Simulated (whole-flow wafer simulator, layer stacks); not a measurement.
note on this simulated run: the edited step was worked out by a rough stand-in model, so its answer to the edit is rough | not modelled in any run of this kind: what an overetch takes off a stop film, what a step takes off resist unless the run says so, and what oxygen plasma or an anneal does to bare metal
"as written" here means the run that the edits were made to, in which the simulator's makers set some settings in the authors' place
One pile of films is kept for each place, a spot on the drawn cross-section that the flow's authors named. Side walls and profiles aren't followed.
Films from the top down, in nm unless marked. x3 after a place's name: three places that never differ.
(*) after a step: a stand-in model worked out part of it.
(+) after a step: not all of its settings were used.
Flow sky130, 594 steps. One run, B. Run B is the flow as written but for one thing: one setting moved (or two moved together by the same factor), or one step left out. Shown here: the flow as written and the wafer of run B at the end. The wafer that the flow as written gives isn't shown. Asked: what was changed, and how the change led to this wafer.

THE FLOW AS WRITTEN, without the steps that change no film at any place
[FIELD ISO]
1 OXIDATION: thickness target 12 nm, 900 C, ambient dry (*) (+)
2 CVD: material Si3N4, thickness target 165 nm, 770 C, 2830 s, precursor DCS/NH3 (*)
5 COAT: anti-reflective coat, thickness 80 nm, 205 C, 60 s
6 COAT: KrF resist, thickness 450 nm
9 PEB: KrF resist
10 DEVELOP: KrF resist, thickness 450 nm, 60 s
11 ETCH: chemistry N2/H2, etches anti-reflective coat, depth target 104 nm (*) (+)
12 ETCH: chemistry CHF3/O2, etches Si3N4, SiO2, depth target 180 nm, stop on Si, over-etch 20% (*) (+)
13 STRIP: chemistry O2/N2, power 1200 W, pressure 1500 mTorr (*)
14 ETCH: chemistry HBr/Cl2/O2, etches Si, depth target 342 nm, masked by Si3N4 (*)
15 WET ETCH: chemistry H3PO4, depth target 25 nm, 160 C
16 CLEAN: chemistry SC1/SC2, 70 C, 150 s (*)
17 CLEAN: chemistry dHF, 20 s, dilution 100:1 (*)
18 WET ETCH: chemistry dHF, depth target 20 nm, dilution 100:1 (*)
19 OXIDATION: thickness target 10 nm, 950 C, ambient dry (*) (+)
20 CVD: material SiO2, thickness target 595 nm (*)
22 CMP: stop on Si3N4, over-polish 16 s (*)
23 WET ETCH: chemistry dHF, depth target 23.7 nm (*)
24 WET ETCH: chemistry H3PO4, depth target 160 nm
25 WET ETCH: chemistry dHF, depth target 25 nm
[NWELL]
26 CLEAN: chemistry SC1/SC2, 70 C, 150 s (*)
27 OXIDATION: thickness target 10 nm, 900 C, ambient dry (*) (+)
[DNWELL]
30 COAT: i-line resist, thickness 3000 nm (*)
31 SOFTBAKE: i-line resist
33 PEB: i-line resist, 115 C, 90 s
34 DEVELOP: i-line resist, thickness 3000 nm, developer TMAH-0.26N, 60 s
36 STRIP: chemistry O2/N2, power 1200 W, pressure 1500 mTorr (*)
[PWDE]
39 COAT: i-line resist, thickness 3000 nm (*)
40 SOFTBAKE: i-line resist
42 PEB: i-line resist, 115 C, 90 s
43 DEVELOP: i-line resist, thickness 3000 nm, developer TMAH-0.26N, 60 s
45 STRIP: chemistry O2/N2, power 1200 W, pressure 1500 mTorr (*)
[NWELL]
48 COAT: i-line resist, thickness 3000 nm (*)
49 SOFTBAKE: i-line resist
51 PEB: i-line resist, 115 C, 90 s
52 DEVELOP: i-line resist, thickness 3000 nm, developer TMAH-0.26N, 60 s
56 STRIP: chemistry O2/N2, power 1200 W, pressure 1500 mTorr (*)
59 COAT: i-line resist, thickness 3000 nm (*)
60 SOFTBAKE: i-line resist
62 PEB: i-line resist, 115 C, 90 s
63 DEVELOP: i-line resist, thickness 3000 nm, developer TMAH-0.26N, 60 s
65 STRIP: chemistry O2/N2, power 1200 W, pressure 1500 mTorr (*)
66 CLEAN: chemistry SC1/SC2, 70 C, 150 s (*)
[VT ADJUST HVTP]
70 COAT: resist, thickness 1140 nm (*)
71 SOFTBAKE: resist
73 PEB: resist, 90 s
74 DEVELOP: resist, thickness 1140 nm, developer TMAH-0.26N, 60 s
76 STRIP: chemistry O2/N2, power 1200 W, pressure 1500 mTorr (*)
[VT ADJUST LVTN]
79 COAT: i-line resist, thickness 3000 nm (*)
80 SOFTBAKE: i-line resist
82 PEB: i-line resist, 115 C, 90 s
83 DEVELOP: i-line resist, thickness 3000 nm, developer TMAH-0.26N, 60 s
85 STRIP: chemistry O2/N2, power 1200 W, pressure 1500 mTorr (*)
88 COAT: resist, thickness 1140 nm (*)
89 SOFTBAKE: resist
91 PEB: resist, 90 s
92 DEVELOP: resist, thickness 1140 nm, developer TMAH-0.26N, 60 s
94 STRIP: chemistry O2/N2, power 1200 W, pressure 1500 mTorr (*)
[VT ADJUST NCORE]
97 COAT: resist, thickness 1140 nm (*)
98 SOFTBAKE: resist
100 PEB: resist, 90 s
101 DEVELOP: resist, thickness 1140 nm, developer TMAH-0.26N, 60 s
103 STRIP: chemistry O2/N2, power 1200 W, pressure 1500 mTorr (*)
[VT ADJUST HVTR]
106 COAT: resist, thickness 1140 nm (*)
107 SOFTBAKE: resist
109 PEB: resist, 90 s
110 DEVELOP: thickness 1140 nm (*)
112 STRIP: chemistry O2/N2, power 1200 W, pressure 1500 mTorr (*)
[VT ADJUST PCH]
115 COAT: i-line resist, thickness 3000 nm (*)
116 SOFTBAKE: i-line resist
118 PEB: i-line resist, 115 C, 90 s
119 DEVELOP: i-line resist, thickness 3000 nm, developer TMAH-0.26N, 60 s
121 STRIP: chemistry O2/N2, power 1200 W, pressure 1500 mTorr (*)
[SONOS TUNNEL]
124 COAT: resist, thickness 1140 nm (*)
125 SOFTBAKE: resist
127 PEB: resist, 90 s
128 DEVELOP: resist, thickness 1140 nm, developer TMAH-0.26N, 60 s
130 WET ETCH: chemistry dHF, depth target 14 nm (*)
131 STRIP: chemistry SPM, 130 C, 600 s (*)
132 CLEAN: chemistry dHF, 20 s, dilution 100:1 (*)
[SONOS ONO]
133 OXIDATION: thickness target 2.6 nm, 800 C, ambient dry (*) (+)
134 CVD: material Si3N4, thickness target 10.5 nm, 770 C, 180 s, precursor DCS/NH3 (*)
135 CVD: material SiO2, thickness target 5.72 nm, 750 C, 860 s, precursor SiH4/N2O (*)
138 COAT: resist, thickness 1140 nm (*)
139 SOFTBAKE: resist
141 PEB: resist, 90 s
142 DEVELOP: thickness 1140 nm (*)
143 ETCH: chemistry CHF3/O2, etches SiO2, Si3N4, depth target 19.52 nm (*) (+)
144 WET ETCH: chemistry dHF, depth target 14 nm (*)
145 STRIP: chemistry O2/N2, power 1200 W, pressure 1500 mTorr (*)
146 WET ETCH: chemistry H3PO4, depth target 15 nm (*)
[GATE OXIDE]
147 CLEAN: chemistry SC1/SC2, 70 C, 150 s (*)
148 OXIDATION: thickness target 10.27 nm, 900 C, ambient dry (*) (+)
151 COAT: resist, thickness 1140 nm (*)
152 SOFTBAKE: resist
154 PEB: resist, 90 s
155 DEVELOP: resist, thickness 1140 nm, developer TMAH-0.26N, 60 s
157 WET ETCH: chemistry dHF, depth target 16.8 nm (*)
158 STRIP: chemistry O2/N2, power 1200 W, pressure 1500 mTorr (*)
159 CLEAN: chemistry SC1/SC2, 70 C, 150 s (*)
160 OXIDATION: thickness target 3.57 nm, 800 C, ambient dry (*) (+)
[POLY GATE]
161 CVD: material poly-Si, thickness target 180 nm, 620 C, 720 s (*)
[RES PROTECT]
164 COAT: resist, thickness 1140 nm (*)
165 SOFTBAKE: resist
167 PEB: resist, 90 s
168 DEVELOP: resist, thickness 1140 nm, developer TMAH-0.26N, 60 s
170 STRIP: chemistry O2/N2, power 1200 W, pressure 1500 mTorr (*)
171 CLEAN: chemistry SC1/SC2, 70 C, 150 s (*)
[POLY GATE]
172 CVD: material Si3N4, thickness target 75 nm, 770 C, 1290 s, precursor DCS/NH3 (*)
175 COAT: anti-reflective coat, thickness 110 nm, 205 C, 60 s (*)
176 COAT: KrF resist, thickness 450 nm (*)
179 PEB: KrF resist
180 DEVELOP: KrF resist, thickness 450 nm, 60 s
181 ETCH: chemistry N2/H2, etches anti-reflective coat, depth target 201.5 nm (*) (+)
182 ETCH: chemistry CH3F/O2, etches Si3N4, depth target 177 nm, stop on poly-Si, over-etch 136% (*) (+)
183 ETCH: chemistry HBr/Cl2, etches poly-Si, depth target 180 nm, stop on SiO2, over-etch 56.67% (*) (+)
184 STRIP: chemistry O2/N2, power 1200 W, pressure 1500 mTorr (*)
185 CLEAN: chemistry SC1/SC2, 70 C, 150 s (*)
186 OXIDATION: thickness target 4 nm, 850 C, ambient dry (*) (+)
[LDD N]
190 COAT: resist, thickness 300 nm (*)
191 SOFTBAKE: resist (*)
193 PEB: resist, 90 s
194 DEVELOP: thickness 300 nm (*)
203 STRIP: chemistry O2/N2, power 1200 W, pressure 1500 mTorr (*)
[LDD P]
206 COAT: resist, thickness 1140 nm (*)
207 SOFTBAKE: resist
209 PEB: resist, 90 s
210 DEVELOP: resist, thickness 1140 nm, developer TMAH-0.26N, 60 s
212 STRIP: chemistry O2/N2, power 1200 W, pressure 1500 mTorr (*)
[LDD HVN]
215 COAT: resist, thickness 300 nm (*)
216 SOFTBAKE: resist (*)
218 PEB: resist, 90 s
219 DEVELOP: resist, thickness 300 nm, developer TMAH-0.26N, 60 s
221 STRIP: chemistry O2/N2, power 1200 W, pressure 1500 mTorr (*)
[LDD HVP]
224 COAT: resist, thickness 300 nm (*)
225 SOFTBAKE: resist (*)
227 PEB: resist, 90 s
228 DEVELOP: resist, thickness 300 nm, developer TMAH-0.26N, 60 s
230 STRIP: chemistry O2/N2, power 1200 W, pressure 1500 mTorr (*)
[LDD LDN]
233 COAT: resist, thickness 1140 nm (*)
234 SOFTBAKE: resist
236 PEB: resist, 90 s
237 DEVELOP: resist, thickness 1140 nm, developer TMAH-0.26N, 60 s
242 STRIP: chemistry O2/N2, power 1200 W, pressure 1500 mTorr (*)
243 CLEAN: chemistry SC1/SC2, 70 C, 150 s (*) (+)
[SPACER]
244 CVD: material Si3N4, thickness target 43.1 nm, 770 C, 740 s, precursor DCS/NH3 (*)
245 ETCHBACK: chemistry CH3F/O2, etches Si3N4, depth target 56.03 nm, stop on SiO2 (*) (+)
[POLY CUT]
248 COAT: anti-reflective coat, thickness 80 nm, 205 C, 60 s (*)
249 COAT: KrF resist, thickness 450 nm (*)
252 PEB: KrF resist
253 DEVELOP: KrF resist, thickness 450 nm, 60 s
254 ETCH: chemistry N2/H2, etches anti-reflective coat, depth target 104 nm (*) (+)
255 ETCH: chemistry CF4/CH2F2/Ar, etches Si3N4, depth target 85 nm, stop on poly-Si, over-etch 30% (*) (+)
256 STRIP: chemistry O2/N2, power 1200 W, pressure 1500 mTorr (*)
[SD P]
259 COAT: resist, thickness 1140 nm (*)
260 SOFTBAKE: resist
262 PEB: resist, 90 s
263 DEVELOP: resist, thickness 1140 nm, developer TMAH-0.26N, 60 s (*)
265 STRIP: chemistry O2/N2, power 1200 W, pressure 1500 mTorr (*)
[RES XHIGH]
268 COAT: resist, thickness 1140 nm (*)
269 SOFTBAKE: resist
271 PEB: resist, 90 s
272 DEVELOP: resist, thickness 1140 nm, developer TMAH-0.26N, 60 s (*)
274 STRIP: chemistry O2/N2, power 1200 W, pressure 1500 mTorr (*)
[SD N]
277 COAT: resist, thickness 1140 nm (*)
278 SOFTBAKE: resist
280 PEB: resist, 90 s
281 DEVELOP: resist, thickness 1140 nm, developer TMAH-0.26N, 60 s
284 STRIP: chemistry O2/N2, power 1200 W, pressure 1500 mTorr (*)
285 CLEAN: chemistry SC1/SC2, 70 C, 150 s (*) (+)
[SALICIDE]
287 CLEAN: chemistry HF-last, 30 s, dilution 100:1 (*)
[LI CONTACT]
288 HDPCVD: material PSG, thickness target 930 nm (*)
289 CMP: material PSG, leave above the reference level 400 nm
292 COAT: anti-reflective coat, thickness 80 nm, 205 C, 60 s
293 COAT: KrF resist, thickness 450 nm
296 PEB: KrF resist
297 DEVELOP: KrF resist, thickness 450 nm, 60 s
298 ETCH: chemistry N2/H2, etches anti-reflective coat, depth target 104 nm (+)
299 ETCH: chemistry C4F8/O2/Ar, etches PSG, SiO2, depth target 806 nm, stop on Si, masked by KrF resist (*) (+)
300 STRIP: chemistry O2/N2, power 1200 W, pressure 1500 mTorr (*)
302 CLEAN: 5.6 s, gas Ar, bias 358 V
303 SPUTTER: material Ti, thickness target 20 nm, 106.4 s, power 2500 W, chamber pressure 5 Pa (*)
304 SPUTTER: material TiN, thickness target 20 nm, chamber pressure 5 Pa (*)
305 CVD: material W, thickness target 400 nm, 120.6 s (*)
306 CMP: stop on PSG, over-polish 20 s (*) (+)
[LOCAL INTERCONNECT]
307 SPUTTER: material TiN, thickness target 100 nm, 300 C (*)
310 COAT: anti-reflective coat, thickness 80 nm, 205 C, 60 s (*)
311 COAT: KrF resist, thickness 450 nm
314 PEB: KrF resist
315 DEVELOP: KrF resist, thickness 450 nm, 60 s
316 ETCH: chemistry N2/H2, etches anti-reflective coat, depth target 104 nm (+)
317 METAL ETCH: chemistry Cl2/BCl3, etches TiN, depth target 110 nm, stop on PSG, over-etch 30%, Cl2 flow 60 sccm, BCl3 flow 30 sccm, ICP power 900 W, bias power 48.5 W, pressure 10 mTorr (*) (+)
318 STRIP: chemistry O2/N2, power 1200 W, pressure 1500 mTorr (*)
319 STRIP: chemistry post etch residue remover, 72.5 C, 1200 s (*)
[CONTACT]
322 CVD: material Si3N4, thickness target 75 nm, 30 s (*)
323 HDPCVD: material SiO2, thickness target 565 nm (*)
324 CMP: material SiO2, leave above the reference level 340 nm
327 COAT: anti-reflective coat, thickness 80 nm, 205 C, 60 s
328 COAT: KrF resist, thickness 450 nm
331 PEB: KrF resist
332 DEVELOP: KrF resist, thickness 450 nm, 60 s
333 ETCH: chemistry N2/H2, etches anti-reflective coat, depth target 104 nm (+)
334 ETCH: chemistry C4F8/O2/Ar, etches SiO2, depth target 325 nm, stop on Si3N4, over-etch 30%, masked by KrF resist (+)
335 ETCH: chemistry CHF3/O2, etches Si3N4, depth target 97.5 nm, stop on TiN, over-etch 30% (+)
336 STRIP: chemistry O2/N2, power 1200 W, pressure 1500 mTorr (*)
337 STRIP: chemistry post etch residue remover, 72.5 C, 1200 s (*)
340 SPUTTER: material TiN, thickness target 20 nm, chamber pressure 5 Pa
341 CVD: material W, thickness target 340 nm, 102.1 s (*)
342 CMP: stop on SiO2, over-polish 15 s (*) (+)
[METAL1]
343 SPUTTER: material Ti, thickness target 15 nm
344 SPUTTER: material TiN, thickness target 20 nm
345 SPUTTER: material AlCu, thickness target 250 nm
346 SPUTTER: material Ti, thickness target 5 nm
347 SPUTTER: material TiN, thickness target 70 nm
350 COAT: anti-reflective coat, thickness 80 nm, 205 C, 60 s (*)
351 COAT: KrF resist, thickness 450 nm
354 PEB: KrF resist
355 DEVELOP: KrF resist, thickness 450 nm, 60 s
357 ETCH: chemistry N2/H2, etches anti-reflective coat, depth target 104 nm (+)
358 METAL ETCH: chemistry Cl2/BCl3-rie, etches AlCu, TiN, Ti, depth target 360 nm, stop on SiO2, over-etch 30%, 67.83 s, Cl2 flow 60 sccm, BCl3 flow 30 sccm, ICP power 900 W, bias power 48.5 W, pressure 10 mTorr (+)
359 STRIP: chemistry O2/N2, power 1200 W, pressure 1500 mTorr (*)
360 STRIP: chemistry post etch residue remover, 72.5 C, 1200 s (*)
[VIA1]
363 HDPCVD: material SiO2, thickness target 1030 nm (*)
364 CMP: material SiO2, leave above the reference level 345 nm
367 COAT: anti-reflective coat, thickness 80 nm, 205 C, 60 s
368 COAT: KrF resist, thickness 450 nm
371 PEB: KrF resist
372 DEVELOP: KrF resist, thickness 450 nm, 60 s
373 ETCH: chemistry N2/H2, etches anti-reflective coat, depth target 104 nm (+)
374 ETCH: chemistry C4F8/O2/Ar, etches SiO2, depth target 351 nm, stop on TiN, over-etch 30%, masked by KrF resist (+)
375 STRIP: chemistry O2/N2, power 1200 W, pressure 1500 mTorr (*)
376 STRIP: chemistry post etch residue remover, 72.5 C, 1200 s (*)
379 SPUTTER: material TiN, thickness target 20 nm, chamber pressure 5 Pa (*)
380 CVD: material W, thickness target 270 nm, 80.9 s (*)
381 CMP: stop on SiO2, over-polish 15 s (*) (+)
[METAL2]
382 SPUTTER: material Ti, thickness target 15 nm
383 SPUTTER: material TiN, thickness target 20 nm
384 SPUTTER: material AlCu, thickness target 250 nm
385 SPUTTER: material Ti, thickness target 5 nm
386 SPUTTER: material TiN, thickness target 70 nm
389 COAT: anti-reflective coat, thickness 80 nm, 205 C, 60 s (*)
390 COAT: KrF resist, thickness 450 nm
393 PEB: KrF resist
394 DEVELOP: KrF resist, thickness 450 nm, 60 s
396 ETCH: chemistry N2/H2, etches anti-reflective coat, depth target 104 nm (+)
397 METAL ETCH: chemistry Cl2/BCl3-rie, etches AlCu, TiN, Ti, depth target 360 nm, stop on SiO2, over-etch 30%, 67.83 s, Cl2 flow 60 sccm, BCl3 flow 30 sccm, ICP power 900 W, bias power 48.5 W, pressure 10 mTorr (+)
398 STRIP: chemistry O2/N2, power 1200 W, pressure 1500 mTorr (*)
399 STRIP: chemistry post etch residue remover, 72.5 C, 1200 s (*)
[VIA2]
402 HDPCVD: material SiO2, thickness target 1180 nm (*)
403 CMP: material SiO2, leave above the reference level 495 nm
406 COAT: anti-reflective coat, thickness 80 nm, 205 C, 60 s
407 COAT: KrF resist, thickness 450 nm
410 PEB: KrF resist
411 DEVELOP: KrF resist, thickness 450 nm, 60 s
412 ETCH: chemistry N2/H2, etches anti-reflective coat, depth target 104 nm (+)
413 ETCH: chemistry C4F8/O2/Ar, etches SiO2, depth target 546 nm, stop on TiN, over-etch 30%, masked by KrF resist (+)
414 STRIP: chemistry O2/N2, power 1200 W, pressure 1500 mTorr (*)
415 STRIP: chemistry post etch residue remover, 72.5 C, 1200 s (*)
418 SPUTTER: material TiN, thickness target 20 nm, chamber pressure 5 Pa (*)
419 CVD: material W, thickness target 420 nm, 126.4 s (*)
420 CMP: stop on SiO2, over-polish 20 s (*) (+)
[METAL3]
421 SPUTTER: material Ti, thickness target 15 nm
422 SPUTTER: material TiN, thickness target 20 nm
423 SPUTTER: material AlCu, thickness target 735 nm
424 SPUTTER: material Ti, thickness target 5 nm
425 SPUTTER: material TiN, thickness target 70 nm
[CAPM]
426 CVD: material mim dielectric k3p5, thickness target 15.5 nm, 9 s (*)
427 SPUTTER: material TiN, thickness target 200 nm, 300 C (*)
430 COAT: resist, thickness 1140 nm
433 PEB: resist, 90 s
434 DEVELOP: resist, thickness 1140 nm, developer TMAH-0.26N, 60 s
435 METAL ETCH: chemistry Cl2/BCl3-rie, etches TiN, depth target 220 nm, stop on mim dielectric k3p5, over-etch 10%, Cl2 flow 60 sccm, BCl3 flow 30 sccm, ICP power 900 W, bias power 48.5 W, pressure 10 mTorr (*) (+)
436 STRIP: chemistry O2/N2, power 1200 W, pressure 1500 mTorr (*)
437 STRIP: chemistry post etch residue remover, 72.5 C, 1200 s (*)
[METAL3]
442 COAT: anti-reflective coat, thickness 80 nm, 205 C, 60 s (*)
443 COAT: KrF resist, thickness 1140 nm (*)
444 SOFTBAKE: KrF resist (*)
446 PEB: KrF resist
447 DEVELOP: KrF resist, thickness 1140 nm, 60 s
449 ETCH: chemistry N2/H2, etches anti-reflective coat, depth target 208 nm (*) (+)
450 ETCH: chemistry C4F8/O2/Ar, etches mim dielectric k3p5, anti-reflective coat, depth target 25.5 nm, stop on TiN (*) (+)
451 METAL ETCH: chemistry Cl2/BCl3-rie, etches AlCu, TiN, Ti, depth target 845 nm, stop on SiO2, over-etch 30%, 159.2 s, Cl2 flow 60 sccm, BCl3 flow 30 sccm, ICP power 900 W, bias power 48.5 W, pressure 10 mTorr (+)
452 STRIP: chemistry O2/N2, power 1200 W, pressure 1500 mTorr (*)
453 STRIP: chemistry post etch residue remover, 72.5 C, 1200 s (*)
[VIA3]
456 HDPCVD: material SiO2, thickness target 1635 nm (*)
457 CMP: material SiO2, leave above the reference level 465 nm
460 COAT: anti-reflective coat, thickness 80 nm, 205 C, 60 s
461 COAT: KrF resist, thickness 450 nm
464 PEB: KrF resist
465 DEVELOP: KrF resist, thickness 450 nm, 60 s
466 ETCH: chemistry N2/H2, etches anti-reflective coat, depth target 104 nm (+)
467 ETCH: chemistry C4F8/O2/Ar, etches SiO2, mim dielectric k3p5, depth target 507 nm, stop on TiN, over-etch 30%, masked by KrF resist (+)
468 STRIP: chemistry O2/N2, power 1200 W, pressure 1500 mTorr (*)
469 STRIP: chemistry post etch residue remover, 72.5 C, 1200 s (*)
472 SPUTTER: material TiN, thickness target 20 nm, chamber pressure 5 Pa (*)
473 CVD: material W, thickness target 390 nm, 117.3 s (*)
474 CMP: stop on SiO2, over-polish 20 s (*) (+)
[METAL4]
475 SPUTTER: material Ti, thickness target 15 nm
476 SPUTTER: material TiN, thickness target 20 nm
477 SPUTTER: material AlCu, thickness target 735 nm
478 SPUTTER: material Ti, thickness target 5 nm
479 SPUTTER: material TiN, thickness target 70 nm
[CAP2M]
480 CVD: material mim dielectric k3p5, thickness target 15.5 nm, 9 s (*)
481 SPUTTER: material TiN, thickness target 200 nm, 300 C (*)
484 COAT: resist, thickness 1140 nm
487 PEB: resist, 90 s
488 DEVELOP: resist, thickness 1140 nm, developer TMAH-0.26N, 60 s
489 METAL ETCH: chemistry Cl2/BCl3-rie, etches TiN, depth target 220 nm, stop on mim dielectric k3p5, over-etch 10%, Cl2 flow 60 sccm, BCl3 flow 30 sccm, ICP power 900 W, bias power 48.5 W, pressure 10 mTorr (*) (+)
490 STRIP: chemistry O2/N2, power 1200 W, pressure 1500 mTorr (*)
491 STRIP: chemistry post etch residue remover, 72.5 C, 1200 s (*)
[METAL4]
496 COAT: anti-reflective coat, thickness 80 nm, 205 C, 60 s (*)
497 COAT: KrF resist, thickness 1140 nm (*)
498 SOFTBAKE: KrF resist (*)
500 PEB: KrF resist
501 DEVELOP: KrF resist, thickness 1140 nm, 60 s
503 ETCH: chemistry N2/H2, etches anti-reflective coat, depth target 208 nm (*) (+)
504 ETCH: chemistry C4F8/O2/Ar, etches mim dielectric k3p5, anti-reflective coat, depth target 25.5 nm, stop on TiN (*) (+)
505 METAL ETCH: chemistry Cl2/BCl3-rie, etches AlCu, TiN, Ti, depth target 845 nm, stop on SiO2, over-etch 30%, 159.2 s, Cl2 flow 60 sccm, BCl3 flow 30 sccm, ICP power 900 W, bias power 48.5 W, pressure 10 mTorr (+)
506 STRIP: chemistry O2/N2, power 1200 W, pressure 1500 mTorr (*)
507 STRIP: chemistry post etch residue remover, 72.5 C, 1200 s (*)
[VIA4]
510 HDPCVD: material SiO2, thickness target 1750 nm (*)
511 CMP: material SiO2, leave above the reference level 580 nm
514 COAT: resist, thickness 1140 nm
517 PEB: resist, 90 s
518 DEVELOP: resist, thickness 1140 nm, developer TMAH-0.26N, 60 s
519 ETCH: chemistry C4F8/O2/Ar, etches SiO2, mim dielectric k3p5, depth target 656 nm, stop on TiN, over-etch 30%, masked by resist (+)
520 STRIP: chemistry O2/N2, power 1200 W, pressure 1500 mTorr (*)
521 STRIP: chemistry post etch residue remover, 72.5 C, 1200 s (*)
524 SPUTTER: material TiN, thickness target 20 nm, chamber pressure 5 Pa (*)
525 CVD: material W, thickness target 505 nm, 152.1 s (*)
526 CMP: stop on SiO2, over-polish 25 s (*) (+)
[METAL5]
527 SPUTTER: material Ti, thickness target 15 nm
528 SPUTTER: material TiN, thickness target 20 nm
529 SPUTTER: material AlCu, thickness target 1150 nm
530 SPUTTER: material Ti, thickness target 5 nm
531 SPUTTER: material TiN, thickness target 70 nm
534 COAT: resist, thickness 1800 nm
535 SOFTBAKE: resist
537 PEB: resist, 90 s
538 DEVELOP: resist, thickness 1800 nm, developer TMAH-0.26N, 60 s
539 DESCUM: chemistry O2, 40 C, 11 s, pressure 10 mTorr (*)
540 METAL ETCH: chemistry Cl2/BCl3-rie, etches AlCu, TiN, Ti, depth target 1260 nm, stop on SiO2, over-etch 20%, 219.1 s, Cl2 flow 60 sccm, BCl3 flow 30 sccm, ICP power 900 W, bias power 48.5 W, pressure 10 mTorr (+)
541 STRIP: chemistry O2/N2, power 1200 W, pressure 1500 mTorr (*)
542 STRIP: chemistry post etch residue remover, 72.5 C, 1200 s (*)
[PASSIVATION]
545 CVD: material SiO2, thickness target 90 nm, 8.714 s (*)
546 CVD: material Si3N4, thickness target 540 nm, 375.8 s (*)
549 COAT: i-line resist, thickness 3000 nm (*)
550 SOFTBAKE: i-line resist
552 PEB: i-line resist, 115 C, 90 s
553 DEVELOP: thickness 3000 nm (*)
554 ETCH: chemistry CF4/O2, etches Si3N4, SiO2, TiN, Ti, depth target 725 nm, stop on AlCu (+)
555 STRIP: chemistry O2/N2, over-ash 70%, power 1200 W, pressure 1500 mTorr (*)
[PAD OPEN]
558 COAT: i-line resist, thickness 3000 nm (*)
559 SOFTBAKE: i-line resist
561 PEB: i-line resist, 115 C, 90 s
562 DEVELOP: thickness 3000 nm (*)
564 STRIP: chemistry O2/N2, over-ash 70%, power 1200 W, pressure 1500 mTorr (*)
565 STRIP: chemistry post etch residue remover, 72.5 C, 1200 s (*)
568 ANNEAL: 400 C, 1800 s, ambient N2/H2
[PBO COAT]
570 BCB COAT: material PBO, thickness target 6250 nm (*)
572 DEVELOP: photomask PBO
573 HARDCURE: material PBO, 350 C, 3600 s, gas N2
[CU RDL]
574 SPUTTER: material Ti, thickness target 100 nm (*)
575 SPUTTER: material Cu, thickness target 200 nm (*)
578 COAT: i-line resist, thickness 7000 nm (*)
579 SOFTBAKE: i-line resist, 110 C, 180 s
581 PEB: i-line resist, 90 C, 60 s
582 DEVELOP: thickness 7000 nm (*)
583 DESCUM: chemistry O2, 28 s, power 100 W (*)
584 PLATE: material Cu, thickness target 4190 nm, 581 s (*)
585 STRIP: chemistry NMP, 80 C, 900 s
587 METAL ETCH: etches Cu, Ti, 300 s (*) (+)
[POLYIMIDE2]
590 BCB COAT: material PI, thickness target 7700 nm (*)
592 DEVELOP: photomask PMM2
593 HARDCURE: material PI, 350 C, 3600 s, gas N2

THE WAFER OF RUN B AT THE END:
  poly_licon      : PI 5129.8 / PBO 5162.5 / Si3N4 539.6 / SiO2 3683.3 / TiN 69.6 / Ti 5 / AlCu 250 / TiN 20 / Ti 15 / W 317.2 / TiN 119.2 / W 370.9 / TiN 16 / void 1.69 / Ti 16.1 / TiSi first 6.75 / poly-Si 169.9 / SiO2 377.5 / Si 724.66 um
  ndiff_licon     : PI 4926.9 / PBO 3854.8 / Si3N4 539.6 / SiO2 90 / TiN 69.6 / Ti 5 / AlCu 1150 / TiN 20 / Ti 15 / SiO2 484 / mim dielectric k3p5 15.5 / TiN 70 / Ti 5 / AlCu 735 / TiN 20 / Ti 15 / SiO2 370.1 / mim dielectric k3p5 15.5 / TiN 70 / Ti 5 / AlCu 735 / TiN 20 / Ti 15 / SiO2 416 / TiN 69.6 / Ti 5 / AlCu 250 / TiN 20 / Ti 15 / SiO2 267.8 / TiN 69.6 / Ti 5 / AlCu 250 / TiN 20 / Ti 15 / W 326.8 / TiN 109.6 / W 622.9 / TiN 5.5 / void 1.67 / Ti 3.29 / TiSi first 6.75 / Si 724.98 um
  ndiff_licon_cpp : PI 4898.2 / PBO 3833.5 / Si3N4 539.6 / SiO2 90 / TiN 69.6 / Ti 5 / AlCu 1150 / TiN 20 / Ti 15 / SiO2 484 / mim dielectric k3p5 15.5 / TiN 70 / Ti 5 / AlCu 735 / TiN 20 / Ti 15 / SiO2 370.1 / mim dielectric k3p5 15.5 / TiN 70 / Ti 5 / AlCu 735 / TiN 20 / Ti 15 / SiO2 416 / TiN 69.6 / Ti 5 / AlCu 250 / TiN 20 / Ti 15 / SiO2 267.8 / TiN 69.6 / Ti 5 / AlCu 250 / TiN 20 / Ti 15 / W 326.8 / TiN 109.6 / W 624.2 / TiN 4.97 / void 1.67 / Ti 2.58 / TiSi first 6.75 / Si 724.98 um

The cause: step 304, SPUTTER: thickness target 16 nm was run, where the flow has thickness target 20 nm.
It can be read off the wafer: poly_licon has TiN 16, and step 304 as written asks for 20 nm.

How the change led to this, step by step:
  304 SPUTTER: material TiN, thickness target 20 nm, chamber pressure 5 Pa (*)
      field, active, n_well and 185 more: TiN +16 (new film) (as written it would be: TiN +20 (new film))
      ndiff_licon: TiN +5.5 (new film) (as written it would be: TiN +6.83 (new film))
      (and at 2 more places)
  306 CMP: stop on PSG, over-polish 20 s (*) (+)
      field, active, n_well and 184 more: W -400 (all of it), TiN -16 (all of it), Ti -20 (all of it), PSG -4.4 (as written it would be: W -400 (all of it), TiN -20 (all of it), Ti -20 (all of it), PSG -4.4)
      poly_licon: W -29.1 (as written it would be: W -33.1)
